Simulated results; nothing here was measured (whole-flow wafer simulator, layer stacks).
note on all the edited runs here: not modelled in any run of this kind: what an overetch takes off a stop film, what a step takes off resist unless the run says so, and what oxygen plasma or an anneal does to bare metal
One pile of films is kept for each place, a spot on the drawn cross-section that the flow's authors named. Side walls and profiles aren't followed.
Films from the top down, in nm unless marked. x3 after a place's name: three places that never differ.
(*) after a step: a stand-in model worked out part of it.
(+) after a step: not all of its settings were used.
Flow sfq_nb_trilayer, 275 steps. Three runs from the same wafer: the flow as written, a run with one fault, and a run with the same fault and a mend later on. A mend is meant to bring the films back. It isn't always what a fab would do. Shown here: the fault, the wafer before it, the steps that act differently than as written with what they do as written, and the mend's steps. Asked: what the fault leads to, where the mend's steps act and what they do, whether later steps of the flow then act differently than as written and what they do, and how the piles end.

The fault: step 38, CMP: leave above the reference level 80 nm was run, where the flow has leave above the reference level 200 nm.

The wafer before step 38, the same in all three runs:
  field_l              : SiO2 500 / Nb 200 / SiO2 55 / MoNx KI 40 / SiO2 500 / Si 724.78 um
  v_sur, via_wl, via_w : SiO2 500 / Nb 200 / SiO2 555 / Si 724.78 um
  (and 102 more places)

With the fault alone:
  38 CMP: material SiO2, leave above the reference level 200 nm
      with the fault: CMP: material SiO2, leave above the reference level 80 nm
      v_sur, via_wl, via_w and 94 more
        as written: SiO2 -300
        with the fault: SiO2 -420
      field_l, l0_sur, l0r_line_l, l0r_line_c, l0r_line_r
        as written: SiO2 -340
        with the fault: SiO2 -460
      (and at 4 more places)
  Later steps of the flow that act differently than as written (3 more steps differ only slightly, by at most 2% or 0.5 nm, whichever is larger, and aren't shown):
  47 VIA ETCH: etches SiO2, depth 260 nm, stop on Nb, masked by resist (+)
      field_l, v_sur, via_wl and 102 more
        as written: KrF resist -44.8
        with the fault: KrF resist -20.6
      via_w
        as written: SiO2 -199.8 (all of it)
        with the fault: SiO2 -79.8 (all of it)
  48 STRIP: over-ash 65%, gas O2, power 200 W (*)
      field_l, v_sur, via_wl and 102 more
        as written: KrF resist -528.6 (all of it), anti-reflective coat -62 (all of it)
        with the fault: KrF resist -552.8 (all of it), anti-reflective coat -62 (all of it)
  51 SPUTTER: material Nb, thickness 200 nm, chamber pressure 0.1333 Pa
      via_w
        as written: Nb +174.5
        with the fault: Nb +197.5
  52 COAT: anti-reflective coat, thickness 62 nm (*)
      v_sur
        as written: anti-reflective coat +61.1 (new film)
        with the fault: anti-reflective coat +58.5 (new film)
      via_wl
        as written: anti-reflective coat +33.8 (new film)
        with the fault: anti-reflective coat +41.8 (new film)
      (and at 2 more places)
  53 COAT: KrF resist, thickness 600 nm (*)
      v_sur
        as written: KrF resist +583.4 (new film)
        with the fault: KrF resist +596.1 (new film)
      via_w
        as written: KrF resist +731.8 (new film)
        with the fault: KrF resist +637.6 (new film)
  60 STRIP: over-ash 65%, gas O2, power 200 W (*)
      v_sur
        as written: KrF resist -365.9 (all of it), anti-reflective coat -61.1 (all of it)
        with the fault: KrF resist -378.5 (all of it), anti-reflective coat -58.5 (all of it)
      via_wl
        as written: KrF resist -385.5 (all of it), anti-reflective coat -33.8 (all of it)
        with the fault: KrF resist -392.4 (all of it), anti-reflective coat -41.8 (all of it)
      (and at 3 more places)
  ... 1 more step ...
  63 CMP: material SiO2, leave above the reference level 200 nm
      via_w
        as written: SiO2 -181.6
        with the fault: SiO2 -218.6
  At the end the piles differ from the flow's by more than 2% or 0.5 nm, whichever is larger, at field_l, v_sur, via_wl and 103 more.
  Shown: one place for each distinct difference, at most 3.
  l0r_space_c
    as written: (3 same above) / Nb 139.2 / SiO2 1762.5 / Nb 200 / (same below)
    with the fault: (3 same above) / Nb 139.2 / SiO2 1642.5 / Nb 200 / (same below)
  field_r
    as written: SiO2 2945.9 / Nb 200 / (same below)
    with the fault: SiO2 2825.9 / Nb 200 / (same below)
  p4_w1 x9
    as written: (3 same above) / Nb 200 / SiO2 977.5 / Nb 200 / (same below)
    with the fault: (3 same above) / Nb 200 / SiO2 857.5 / Nb 200 / (same below)

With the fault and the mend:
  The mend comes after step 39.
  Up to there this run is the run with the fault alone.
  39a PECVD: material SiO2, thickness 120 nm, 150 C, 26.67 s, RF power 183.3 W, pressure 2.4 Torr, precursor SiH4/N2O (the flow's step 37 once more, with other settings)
      field_l, v_sur, via_wl and 103 more
        SiO2 +120
  No later step of the flow acts differently than as written at any place that is followed.
  At the end the piles are the same as the flow's at every place that both follow.
